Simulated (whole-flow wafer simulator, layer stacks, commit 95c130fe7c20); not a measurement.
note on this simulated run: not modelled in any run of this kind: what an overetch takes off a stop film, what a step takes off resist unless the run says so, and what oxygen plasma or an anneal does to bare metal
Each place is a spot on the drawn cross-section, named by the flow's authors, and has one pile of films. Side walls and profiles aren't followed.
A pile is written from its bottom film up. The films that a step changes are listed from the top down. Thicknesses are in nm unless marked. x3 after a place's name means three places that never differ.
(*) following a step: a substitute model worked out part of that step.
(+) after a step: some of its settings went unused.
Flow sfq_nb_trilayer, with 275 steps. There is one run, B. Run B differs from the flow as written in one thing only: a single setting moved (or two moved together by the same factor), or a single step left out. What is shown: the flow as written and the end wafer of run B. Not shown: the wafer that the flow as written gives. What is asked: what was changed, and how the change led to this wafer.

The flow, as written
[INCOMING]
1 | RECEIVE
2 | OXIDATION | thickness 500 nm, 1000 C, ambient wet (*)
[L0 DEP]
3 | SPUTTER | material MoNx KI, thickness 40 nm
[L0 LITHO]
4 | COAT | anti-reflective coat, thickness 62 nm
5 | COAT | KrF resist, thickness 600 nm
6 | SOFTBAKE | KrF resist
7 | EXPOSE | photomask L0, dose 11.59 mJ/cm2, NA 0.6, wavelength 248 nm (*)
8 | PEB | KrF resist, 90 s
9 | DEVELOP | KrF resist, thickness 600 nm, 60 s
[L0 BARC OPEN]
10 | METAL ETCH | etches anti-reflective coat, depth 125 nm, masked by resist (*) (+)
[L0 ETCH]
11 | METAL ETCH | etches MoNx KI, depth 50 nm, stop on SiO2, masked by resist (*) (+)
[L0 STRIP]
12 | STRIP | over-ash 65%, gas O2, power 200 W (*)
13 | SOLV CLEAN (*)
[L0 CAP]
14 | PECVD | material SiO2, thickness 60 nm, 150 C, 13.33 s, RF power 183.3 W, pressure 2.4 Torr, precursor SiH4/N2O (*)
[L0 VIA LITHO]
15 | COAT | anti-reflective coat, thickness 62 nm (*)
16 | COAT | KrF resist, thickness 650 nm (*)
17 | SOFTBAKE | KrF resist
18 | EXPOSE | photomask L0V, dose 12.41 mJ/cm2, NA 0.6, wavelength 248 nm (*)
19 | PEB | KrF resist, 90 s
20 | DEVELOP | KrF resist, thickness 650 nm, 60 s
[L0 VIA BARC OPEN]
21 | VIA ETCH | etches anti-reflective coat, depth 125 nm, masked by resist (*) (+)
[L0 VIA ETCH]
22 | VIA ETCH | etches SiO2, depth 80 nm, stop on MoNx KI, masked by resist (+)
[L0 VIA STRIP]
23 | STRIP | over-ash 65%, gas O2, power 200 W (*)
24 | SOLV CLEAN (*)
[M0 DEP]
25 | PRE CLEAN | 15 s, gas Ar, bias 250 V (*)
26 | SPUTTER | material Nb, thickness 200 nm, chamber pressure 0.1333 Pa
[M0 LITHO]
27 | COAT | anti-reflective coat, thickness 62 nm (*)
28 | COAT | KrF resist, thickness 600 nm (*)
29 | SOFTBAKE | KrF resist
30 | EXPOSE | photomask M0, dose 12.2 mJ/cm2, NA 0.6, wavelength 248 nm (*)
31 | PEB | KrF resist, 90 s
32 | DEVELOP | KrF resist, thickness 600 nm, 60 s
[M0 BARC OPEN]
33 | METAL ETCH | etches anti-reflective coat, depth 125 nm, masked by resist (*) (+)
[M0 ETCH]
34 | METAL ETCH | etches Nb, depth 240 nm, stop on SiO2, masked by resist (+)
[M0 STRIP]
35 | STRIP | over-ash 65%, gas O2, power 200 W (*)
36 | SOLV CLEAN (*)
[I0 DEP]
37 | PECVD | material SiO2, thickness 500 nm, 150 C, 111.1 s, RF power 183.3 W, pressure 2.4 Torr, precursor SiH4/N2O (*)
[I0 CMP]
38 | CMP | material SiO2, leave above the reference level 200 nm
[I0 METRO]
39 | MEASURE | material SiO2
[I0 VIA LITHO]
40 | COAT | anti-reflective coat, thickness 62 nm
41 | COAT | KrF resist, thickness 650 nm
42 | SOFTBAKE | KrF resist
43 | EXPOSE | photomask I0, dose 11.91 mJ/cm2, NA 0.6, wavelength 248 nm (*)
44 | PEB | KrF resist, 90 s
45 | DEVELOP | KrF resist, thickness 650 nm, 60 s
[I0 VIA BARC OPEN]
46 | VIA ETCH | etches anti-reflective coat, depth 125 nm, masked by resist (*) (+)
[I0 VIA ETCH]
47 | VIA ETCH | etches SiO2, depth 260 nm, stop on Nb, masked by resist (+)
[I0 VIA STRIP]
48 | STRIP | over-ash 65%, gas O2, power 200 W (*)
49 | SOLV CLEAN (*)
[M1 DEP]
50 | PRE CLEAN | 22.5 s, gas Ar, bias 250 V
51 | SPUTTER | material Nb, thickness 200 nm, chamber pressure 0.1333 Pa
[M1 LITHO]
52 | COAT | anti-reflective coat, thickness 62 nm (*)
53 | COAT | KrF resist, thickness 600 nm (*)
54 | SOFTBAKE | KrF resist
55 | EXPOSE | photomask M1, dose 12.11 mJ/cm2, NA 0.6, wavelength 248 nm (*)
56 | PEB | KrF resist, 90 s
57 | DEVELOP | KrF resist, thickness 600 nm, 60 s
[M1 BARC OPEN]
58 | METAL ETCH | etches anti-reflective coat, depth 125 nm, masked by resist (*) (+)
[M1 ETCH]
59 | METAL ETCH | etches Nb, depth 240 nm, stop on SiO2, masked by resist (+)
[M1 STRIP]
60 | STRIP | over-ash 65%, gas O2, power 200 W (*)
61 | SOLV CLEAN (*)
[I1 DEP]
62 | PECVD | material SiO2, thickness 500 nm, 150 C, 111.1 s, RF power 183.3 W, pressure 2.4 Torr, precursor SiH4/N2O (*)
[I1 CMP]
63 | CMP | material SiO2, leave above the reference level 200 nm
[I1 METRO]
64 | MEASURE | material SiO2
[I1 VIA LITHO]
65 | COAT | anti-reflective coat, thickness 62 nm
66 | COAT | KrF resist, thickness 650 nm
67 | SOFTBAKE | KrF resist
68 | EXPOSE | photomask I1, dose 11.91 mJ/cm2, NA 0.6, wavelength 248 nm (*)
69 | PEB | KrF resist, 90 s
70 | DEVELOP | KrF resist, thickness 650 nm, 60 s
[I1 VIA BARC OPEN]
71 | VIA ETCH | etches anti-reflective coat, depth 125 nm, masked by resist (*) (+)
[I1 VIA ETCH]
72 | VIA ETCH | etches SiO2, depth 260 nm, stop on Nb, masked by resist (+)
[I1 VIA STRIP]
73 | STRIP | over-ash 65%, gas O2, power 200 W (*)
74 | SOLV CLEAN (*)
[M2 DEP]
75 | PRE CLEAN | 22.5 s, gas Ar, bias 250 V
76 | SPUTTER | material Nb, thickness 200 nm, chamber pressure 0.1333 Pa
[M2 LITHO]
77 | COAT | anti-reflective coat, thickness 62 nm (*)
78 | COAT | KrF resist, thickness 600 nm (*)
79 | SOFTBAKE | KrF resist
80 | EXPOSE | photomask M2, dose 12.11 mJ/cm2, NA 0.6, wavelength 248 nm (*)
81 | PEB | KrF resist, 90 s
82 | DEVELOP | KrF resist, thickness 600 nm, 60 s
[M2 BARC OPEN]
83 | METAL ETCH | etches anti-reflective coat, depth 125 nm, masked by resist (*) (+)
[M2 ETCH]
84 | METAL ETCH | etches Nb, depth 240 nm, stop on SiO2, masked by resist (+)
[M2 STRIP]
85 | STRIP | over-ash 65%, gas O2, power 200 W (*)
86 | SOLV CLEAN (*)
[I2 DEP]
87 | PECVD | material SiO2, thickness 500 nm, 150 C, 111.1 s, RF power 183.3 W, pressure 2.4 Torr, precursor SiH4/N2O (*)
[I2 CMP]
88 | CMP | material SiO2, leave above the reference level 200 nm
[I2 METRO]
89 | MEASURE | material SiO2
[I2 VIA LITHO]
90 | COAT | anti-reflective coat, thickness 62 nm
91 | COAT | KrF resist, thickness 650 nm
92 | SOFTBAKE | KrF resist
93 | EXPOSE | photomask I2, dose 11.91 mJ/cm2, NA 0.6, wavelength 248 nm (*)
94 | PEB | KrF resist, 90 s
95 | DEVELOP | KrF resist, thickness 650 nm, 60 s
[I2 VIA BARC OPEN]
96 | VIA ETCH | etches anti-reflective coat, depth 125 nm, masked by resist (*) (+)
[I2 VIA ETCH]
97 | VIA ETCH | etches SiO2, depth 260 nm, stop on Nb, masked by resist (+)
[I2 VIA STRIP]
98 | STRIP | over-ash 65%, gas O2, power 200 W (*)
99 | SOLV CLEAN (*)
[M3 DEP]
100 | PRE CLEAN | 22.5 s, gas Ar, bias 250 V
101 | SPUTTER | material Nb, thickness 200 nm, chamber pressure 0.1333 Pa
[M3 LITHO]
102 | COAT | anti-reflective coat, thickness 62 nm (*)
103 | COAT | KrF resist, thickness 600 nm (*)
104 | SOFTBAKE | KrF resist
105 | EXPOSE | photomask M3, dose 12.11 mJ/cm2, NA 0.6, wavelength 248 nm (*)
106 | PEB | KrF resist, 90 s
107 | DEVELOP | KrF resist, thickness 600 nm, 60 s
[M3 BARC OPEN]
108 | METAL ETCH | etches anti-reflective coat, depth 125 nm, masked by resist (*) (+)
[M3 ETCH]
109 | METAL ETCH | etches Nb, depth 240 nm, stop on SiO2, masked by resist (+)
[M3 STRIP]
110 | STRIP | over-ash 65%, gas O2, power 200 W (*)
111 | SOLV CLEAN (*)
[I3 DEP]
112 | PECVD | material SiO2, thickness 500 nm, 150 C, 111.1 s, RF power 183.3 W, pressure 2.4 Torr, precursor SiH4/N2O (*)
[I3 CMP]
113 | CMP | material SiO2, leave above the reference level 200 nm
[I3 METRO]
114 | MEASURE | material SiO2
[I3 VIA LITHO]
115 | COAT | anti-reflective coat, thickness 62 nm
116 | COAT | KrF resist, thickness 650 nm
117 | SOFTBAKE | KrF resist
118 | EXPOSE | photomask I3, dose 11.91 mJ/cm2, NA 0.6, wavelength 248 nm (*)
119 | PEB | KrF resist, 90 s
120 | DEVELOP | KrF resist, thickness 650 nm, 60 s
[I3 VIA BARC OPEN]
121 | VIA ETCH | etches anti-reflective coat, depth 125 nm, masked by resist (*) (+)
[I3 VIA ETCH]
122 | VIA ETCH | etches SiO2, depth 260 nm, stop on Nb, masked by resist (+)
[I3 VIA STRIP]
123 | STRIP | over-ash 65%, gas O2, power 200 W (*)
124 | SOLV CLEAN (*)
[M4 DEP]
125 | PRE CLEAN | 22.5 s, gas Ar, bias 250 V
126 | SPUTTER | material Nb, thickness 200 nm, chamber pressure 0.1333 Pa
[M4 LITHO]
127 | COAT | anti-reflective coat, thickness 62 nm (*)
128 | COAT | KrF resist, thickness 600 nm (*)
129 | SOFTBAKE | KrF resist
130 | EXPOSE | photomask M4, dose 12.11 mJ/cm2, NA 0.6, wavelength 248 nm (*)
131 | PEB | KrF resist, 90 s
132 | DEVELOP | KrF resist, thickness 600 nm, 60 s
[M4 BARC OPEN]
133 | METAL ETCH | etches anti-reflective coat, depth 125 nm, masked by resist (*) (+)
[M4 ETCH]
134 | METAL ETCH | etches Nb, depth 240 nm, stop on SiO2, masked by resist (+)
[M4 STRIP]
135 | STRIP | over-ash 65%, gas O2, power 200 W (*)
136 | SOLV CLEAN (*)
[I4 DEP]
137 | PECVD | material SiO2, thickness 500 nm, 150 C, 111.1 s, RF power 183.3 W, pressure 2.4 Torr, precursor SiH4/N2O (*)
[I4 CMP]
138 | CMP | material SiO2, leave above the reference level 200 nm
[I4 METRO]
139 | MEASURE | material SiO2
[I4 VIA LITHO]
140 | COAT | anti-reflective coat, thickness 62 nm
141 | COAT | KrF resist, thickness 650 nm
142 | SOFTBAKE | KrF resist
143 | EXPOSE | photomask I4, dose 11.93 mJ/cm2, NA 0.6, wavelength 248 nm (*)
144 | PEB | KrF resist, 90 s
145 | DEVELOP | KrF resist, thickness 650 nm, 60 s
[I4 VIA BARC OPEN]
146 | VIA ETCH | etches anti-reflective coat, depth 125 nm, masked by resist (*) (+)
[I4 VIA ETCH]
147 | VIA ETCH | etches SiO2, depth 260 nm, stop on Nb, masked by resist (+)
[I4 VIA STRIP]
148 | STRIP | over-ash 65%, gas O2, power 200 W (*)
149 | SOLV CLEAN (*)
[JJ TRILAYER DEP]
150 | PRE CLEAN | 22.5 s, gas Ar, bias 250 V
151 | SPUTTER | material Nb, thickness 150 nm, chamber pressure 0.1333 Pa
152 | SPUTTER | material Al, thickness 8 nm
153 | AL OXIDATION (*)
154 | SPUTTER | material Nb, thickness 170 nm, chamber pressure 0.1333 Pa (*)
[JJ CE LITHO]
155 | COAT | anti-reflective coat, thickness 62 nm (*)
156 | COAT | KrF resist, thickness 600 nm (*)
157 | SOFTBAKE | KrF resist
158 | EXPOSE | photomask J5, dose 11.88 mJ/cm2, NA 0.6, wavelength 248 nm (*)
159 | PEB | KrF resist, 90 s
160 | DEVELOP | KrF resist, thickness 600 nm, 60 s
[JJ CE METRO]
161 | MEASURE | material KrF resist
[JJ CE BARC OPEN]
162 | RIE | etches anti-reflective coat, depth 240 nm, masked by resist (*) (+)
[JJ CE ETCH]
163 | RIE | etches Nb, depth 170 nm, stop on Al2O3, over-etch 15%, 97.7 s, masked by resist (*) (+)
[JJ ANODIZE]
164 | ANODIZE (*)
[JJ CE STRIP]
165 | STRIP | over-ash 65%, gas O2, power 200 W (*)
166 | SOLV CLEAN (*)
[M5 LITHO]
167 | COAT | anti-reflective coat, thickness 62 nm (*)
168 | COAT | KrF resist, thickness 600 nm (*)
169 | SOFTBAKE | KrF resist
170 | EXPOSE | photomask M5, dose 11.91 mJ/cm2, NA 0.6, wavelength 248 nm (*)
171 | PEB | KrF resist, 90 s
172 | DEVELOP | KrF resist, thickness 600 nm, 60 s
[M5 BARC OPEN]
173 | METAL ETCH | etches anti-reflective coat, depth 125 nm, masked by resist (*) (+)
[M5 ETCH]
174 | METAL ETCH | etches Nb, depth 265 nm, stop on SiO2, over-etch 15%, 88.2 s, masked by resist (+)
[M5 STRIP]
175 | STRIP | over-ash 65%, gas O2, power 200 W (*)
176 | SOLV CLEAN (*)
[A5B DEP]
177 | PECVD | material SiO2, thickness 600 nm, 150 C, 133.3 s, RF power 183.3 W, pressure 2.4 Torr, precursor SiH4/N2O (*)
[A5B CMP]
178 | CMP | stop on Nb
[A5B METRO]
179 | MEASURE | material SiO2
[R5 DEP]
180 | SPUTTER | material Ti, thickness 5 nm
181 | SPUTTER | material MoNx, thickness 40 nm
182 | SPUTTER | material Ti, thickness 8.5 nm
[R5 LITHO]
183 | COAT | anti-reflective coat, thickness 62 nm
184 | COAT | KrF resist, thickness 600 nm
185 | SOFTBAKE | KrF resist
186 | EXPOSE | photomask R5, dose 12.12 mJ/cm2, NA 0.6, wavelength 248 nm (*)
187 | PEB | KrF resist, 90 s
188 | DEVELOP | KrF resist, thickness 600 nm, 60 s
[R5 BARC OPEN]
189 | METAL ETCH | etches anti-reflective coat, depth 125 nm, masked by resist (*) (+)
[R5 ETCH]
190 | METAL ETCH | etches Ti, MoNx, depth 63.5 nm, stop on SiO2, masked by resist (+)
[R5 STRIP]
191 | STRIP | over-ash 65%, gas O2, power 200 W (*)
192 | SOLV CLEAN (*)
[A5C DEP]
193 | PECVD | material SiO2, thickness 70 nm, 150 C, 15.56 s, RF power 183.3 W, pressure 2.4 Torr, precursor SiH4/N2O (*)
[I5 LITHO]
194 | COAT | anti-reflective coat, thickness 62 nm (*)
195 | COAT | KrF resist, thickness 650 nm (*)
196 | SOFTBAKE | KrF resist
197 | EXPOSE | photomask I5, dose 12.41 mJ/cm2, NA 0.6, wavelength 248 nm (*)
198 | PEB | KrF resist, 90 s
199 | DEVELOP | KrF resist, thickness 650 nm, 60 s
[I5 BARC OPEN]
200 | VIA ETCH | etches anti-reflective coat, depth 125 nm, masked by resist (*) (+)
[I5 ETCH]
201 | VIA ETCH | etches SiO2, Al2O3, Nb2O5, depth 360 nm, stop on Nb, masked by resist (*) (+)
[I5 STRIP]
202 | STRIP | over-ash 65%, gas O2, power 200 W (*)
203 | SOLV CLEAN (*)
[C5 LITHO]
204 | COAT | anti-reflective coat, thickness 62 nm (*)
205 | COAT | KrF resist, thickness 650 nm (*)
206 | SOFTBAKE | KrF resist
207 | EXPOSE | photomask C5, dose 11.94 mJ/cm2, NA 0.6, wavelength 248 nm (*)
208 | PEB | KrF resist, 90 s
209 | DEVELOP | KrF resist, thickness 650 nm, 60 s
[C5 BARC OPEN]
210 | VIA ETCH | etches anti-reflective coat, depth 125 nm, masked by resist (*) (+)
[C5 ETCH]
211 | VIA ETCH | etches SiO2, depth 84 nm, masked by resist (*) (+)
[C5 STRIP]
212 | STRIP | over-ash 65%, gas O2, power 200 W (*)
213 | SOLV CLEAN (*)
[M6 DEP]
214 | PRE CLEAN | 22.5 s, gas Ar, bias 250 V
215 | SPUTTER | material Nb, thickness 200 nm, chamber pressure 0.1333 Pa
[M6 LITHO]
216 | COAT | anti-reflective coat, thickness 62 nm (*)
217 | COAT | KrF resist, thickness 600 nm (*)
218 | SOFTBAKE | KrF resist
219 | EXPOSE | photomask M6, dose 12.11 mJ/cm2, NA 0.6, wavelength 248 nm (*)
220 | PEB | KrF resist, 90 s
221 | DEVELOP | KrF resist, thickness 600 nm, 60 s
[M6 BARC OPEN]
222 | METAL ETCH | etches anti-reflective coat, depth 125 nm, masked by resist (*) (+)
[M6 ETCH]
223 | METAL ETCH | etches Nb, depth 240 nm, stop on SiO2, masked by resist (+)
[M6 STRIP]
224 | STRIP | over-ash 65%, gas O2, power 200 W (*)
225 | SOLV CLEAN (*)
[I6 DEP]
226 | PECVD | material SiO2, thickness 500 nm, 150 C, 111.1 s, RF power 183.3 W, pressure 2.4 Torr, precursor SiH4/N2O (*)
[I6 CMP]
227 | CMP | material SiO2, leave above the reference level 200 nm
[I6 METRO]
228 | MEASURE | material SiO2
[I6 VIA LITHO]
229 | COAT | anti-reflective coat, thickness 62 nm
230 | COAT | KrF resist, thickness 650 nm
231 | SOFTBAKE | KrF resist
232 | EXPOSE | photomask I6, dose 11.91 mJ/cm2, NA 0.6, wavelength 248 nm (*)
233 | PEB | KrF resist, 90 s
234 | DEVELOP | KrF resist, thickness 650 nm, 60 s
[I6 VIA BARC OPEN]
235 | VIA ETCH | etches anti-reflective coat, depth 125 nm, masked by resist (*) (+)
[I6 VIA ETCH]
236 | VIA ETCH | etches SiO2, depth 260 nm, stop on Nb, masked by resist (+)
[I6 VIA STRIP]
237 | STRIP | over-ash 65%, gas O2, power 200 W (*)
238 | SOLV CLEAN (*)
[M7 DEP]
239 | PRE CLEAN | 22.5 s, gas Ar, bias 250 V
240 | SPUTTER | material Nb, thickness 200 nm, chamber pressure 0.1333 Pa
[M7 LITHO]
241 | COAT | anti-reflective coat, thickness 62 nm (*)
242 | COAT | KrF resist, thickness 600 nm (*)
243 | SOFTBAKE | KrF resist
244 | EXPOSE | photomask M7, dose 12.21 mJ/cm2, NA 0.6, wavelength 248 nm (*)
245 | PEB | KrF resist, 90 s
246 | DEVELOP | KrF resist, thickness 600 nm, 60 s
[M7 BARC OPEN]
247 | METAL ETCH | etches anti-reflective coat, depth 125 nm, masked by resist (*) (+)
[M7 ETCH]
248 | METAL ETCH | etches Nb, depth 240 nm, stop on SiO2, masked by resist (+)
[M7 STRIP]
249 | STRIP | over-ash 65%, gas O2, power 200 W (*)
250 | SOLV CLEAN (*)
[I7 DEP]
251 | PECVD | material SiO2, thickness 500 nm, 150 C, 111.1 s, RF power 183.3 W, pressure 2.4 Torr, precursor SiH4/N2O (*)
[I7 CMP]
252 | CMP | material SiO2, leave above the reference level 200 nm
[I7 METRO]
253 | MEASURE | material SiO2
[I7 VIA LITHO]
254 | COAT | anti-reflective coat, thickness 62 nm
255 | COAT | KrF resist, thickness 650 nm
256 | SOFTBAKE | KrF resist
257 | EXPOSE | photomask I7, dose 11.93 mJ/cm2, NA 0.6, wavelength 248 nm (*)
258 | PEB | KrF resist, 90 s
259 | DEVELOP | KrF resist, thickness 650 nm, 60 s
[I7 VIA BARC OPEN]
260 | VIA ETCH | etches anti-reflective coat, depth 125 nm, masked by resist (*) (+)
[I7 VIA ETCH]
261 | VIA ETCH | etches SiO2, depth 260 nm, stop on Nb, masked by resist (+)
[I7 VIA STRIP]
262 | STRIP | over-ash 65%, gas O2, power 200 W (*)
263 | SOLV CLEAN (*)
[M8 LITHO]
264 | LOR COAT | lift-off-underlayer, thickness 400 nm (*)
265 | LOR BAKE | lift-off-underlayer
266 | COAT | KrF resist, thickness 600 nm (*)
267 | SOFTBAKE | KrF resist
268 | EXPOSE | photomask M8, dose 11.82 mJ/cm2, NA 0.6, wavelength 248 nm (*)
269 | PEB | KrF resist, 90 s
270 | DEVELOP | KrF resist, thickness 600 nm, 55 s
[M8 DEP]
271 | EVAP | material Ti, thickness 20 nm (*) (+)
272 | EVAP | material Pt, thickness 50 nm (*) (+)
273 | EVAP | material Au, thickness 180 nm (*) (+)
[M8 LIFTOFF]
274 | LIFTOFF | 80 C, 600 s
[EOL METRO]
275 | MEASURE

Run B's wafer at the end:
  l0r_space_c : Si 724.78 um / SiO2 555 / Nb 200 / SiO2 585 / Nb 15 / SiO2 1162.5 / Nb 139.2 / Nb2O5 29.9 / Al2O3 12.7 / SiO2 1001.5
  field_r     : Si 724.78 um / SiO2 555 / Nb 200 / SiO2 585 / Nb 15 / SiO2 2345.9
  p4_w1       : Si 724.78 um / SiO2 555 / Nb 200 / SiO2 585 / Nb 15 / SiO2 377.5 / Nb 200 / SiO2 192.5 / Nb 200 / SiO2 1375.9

The reason: step 84, METAL ETCH: depth 185 nm was run, though the flow has depth 240 nm.

How this came from the change, step by step:
  84 | METAL ETCH | etches Nb, depth 240 nm, stop on SiO2, masked by resist (+)
      field_l, be, be_sur and 81 more: Nb loses 185 (as written it would have been: Nb loses 200 (all of it))
      v_sur, via_wl, via_w and 19 more: KrF resist loses 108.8 (as written it would have been: KrF resist loses 141.2)
  85 | STRIP | over-ash 65%, gas O2, power 200 W (*)
      wl_j_sl, wl_jj, wl_j_sr and 12 more: KrF resist loses 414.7 (all of it), anti-reflective coat loses 62 (all of it) (as written it would have been: KrF resist loses 382.4 (all of it), anti-reflective coat loses 62 (all of it))
      v_sur: KrF resist loses 412.4 (all of it), anti-reflective coat loses 61.4 (all of it) (as written it would have been: KrF resist loses 380 (all of it), anti-reflective coat loses 61.4 (all of it))
      (also at 6 further places)
  87 | PECVD | material SiO2, thickness 500 nm, 150 C, 111.1 s, RF power 183.3 W, pressure 2.4 Torr, precursor SiH4/N2O (*)
      field_l, be, be_sur and 81 more: SiO2 gains 500 (new film) (as written it would have been: SiO2 gains 500)
  88 | CMP | material SiO2, leave above the reference level 200 nm
      field_l, be, be_sur and 81 more: SiO2 loses 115 (as written it would have been: SiO2 loses 100)
If metal films that touch count as one body, l0r_space_c has 3 bodies (between them, from the top down: SiO2 1162.5; SiO2 585); the flow as written gives 2 bodies (between them, from the top down: SiO2 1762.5).
If metal films that touch count as one body, field_r has 2 bodies (between them, from the top down: SiO2 585); the flow as written gives 1 body.
If metal films that touch count as one body, p4_w1 has 4 bodies (between them, from the top down: SiO2 192.5; SiO2 377.5; SiO2 585); the flow as written gives 3 bodies (between them, from the top down: SiO2 192.5; SiO2 977.5).
